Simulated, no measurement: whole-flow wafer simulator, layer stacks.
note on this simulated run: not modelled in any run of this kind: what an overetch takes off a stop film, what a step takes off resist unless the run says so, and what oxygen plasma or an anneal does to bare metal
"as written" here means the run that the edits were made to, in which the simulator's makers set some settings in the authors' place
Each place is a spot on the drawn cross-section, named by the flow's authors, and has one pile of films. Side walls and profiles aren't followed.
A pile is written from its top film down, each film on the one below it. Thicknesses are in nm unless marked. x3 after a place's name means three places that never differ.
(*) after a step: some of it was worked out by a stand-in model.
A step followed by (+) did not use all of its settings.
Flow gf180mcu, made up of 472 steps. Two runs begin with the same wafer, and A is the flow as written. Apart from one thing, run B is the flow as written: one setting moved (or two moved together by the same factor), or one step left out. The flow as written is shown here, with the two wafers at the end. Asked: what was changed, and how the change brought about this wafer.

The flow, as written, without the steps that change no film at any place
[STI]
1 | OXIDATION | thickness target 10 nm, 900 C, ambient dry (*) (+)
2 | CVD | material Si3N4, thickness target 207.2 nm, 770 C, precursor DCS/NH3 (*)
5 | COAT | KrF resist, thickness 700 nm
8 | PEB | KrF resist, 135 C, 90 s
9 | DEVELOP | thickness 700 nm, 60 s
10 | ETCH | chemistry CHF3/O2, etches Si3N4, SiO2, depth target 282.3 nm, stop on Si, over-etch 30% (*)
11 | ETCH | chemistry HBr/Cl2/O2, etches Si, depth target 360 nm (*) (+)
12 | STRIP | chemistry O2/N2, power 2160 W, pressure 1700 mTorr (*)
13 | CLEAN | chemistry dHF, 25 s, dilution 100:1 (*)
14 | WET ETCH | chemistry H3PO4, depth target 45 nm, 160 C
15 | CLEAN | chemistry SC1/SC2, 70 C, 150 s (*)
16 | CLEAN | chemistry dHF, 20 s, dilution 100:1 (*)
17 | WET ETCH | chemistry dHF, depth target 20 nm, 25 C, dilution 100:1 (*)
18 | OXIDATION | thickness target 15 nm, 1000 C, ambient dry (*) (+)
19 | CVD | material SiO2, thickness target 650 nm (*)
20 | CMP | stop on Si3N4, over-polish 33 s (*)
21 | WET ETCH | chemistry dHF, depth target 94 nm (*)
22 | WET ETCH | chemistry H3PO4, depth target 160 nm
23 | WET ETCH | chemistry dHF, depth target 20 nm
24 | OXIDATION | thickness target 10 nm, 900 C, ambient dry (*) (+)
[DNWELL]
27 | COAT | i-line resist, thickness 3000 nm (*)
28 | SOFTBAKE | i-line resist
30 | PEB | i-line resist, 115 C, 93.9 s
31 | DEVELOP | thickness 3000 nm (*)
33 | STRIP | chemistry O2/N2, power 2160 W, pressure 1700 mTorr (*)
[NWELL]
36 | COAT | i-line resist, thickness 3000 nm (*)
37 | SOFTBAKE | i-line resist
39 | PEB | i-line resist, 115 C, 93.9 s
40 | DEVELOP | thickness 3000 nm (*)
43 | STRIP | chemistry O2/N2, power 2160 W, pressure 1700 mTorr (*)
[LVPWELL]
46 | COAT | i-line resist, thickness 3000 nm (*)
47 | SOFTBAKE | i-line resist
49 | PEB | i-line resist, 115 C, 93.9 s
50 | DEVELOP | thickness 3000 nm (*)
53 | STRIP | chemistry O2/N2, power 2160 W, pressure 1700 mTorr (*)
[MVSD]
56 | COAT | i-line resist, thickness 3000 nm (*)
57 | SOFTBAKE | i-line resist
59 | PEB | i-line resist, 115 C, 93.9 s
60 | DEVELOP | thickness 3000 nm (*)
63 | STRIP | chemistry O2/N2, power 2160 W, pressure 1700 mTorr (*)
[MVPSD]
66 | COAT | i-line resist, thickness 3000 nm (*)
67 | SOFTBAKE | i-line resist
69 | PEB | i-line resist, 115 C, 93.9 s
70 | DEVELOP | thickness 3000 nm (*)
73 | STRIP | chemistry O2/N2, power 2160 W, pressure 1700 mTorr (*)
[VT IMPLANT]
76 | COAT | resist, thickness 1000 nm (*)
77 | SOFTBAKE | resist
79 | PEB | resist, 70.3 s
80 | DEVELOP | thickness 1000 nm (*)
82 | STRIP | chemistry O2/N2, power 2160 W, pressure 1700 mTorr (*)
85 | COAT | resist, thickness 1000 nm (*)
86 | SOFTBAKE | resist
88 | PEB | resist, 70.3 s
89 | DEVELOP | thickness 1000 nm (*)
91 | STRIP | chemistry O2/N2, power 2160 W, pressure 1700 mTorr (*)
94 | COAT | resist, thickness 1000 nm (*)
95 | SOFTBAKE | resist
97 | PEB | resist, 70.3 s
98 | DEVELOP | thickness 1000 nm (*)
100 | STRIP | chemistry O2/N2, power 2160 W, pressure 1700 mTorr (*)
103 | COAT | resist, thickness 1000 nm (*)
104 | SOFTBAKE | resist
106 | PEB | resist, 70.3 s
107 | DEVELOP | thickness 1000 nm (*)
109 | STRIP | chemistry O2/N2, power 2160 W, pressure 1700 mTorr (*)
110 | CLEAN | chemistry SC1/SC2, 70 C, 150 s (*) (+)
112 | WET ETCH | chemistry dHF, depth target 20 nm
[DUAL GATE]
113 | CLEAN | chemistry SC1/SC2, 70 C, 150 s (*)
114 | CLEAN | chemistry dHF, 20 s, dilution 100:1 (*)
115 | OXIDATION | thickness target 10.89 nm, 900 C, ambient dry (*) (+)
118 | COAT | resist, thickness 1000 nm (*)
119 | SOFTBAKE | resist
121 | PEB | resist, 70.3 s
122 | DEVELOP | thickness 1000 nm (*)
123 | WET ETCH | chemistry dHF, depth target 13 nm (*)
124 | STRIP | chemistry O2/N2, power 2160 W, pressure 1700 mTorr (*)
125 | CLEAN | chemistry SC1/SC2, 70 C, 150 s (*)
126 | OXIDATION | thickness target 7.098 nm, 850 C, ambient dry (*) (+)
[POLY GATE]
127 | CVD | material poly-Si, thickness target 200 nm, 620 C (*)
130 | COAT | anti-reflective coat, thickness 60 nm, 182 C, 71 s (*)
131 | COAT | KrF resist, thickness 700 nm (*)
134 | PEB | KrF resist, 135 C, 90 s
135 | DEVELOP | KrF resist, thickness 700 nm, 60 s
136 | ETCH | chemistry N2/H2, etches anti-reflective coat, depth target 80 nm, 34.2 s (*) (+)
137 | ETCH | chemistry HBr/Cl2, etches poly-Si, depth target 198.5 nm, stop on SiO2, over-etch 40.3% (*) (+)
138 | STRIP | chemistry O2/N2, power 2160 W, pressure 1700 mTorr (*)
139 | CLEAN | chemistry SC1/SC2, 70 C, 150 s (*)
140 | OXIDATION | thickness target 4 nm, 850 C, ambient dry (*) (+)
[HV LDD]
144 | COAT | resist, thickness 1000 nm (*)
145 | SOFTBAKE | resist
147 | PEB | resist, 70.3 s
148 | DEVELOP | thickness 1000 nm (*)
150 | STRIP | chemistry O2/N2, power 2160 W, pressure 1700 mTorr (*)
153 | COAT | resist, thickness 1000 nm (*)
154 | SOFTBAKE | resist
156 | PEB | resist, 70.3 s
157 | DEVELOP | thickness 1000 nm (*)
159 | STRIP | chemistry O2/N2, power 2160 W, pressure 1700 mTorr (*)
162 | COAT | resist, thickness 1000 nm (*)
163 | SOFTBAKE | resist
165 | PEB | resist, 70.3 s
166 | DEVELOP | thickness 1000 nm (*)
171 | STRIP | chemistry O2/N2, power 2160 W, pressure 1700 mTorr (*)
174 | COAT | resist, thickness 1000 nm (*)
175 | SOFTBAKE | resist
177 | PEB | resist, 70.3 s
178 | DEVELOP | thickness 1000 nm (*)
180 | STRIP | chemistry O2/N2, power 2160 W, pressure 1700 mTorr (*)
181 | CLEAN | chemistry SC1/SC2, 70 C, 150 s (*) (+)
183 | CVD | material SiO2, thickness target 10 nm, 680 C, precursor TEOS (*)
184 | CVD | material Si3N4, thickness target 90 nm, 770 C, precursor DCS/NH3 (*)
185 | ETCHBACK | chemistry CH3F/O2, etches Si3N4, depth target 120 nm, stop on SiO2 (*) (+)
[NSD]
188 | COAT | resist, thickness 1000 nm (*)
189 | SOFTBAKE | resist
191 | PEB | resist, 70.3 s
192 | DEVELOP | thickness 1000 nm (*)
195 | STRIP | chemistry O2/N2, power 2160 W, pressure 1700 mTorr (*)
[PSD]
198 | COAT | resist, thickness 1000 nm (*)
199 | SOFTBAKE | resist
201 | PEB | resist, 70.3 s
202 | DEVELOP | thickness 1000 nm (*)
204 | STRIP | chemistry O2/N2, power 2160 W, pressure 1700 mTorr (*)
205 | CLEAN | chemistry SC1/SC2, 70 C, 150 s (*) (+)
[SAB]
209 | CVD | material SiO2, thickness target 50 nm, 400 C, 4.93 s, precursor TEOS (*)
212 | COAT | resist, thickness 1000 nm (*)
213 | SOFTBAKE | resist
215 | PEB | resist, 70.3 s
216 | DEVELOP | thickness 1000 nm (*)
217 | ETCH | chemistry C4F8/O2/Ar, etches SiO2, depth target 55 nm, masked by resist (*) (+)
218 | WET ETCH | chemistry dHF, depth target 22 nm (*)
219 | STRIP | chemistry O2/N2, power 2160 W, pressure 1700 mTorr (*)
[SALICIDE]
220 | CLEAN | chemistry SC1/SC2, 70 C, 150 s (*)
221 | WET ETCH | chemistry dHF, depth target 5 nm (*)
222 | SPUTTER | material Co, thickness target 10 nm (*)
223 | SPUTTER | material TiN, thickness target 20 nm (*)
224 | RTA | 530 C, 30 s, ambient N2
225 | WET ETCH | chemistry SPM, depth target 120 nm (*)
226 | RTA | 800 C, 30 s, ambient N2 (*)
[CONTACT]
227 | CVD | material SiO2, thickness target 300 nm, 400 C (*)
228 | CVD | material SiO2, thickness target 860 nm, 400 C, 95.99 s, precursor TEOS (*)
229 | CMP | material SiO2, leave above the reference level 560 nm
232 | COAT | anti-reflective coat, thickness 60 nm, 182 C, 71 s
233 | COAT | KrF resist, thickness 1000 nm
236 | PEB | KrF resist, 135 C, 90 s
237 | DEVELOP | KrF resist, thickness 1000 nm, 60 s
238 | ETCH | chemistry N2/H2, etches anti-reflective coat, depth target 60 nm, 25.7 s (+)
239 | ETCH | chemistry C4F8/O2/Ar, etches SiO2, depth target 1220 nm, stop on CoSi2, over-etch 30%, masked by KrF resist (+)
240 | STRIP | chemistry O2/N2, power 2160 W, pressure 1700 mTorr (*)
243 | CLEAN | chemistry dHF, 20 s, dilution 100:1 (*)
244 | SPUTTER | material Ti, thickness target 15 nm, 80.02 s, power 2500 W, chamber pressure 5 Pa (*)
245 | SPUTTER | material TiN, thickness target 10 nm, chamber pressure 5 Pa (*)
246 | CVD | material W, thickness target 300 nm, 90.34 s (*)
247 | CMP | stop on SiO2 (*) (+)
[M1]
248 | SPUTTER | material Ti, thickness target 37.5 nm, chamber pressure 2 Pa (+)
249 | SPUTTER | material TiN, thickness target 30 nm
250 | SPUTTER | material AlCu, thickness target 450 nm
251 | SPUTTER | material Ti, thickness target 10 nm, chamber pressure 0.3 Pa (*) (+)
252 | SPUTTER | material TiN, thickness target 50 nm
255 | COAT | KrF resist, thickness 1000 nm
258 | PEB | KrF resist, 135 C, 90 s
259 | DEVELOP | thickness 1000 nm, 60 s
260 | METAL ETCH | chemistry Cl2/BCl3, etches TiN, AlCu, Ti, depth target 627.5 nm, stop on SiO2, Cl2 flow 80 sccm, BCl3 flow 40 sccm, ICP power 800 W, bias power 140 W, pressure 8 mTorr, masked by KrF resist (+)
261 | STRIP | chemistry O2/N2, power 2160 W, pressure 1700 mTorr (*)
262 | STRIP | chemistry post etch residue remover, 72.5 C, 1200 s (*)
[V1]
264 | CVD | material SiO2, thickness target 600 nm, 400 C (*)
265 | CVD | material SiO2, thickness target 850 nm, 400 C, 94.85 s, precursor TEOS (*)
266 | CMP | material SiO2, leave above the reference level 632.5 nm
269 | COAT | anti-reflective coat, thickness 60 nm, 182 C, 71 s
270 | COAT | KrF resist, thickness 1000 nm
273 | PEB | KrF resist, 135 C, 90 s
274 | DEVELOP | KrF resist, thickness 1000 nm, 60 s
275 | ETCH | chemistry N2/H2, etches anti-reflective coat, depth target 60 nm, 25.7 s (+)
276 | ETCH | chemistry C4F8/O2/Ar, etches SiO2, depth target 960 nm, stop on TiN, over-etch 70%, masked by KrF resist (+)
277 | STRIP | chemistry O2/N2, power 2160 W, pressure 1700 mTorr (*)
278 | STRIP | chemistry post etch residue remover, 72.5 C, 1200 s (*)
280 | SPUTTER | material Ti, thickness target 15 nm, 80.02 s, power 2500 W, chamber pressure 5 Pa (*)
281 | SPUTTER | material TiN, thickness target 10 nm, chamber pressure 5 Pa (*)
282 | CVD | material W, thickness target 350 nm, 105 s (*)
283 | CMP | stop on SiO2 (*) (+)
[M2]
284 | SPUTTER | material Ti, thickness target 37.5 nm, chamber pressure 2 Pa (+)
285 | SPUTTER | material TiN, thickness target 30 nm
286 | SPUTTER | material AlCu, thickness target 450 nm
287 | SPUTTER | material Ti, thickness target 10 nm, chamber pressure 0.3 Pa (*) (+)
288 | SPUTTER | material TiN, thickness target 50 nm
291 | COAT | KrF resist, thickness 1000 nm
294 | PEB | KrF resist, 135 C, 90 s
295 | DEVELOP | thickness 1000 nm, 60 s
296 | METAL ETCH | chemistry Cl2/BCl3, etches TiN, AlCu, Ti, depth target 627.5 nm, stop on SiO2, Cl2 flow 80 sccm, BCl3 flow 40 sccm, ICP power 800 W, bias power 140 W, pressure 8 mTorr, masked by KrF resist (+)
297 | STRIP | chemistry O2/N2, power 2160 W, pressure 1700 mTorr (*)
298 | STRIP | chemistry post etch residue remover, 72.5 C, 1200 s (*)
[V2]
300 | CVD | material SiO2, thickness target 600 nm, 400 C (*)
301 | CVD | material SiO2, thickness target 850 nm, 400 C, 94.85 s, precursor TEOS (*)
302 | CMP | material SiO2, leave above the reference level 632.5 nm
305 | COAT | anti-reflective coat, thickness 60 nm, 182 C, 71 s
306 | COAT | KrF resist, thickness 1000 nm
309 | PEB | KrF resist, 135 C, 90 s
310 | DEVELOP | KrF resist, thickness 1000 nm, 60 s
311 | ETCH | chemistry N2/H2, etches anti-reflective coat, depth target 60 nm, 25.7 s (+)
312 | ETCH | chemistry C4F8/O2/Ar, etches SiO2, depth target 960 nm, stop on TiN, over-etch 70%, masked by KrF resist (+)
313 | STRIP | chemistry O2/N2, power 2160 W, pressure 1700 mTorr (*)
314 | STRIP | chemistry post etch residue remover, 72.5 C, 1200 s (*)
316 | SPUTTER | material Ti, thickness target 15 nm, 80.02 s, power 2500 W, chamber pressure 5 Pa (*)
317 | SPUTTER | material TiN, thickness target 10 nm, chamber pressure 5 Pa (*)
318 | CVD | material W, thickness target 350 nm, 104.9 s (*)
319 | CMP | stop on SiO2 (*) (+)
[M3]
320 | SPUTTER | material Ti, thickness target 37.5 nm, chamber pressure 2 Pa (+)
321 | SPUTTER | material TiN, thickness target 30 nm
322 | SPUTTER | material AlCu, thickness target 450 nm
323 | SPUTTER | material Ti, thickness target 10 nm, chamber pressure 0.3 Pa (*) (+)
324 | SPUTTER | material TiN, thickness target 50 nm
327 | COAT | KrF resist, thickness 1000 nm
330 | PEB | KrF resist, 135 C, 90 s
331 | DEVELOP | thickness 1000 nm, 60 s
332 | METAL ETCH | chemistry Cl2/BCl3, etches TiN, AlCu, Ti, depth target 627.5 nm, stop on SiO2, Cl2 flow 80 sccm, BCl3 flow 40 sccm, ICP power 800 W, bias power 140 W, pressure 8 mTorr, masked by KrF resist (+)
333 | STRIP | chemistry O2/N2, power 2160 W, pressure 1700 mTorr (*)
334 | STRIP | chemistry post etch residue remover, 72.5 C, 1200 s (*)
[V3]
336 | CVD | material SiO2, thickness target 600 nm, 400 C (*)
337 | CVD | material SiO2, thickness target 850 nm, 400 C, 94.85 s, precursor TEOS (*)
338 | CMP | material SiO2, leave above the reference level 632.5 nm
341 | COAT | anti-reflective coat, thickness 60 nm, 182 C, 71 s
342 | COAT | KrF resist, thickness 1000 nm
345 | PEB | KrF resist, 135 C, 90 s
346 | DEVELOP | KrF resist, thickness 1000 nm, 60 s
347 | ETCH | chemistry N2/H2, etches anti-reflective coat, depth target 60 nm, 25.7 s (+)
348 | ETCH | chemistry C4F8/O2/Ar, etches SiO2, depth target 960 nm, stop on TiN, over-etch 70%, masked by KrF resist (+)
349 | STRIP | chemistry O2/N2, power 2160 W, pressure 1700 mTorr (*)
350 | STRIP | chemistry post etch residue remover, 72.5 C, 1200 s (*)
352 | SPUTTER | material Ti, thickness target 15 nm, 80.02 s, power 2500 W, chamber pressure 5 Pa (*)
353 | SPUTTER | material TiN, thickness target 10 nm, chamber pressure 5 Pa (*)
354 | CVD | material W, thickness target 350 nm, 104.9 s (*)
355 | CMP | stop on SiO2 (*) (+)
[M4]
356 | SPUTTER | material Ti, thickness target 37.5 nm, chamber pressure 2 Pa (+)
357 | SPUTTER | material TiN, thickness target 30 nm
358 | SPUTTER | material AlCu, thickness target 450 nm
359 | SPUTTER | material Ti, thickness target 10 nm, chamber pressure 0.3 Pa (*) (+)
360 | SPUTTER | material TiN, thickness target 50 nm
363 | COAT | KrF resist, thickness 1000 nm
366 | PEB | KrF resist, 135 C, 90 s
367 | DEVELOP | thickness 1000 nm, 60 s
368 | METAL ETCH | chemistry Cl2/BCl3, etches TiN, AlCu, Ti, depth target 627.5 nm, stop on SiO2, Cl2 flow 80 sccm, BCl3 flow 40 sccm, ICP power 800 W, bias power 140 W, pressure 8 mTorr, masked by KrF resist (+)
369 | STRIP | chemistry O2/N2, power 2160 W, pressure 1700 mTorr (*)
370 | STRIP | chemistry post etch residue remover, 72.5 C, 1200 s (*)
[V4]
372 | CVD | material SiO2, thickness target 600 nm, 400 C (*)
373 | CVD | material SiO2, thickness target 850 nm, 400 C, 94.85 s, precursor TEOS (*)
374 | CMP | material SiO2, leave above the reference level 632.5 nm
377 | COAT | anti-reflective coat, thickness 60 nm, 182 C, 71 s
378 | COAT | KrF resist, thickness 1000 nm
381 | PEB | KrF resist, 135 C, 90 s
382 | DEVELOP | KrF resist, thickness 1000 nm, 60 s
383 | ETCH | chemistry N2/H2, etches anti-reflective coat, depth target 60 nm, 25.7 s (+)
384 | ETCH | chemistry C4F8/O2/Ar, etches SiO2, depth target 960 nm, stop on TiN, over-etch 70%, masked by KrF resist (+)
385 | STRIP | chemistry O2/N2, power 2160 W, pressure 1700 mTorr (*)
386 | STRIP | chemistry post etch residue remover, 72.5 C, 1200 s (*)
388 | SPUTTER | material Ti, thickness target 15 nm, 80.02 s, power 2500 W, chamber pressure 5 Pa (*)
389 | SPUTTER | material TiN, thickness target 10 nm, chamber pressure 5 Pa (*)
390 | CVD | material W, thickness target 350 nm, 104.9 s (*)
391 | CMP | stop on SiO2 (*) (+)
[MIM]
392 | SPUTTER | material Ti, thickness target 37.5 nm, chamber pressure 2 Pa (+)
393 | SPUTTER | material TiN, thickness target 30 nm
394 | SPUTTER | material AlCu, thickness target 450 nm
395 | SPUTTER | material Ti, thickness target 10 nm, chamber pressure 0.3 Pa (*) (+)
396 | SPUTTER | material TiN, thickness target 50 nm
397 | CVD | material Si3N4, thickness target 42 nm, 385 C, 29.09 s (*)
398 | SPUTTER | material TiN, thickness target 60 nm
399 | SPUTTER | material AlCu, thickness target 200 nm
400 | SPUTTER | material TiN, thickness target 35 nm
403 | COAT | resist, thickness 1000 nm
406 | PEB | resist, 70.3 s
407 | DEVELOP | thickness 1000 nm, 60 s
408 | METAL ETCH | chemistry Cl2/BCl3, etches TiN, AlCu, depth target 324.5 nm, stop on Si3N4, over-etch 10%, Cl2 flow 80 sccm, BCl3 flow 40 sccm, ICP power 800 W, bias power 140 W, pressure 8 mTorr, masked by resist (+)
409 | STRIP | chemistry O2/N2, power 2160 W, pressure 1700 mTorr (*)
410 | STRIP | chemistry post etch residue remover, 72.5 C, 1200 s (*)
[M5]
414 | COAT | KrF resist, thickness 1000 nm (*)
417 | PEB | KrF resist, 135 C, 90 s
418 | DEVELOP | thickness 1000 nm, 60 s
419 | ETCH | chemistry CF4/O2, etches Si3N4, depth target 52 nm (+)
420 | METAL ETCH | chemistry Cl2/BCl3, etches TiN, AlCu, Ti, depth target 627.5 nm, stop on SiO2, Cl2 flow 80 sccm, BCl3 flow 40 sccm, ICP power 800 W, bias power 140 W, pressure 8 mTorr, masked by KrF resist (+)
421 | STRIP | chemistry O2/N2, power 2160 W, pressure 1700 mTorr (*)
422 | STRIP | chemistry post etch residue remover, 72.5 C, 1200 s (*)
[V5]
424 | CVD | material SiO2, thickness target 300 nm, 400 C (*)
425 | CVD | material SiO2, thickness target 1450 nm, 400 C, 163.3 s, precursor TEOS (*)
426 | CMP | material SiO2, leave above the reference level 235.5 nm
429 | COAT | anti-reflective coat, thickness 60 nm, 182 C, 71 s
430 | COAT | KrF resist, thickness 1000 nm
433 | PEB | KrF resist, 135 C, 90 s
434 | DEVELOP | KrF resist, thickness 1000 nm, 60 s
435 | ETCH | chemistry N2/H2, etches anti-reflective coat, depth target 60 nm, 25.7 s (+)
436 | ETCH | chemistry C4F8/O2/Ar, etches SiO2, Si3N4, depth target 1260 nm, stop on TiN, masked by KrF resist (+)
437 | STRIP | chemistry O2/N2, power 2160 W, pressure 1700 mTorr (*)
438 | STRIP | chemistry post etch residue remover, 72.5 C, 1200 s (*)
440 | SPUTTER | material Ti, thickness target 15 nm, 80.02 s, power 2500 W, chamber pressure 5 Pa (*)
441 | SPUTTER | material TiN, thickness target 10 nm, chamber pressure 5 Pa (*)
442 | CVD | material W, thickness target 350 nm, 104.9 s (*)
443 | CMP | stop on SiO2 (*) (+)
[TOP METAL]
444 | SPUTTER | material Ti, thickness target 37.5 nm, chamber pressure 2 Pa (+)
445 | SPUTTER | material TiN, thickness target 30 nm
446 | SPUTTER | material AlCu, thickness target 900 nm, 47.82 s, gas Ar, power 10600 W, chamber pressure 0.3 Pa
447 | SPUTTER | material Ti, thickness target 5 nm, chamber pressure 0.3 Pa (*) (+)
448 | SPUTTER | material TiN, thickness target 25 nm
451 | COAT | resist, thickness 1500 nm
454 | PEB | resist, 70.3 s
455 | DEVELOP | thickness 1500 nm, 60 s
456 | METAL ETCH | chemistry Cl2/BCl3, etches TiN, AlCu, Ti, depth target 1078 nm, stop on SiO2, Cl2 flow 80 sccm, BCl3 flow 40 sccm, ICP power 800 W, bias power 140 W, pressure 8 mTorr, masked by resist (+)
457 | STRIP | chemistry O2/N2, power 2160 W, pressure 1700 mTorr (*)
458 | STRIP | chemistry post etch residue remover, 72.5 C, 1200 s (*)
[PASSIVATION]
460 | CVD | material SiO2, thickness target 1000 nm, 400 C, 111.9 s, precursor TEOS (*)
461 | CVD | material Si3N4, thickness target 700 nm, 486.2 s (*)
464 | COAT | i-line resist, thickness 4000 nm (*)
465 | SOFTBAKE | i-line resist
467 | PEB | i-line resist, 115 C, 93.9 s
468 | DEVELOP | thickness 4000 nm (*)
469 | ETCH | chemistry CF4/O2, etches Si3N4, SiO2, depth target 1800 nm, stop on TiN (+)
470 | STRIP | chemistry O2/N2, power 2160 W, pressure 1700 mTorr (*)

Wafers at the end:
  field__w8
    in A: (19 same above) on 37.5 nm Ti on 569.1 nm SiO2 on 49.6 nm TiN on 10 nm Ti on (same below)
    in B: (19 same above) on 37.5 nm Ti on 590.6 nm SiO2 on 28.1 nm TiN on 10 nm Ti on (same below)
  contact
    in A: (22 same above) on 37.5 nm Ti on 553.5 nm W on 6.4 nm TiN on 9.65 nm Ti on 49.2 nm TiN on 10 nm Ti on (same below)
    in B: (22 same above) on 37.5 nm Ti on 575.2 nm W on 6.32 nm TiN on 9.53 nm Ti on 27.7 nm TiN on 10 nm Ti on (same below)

The reason: step 324, SPUTTER: thickness target 28.5 nm was run, while the flow as written has thickness target 50 nm.

How this came from the change, step by step:
  324 | SPUTTER | material TiN, thickness target 50 nm
      field, field__w1, field__w2 and 108 more: A TiN gains 50 (new film) | B TiN gains 28.5 (new film)
  332 | METAL ETCH | chemistry Cl2/BCl3, etches TiN, AlCu, Ti, depth target 627.5 nm, stop on SiO2, Cl2 flow 80 sccm, BCl3 flow 40 sccm, ICP power 800 W, bias power 140 W, pressure 8 mTorr, masked by KrF resist (+)
      field, field__w1, field__w2 and 103 more: A TiN loses 50 (all of it), Ti loses 10 (all of it), AlCu loses 450 (all of it), TiN loses 30 (all of it), Ti loses 37.5 (all of it) | B TiN loses 28.5 (all of it), Ti loses 10 (all of it), AlCu loses 450 (all of it), TiN loses 30 (all of it), Ti loses 37.5 (all of it)
  338 | CMP | material SiO2, leave above the reference level 632.5 nm
      field__w8, contact, m1, m1__w1, m1_nw: A SiO2 loses 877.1 | B SiO2 loses 855.6
  348 | ETCH | chemistry C4F8/O2/Ar, etches SiO2, depth target 960 nm, stop on TiN, over-etch 70%, masked by KrF resist (+)
      contact: A SiO2 loses 572.5 (all of it) | B SiO2 loses 594 (all of it)
  354 | CVD | material W, thickness target 350 nm, 104.9 s (*)
      contact: A W gains 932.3 (new film) | B W gains 954 (new film)
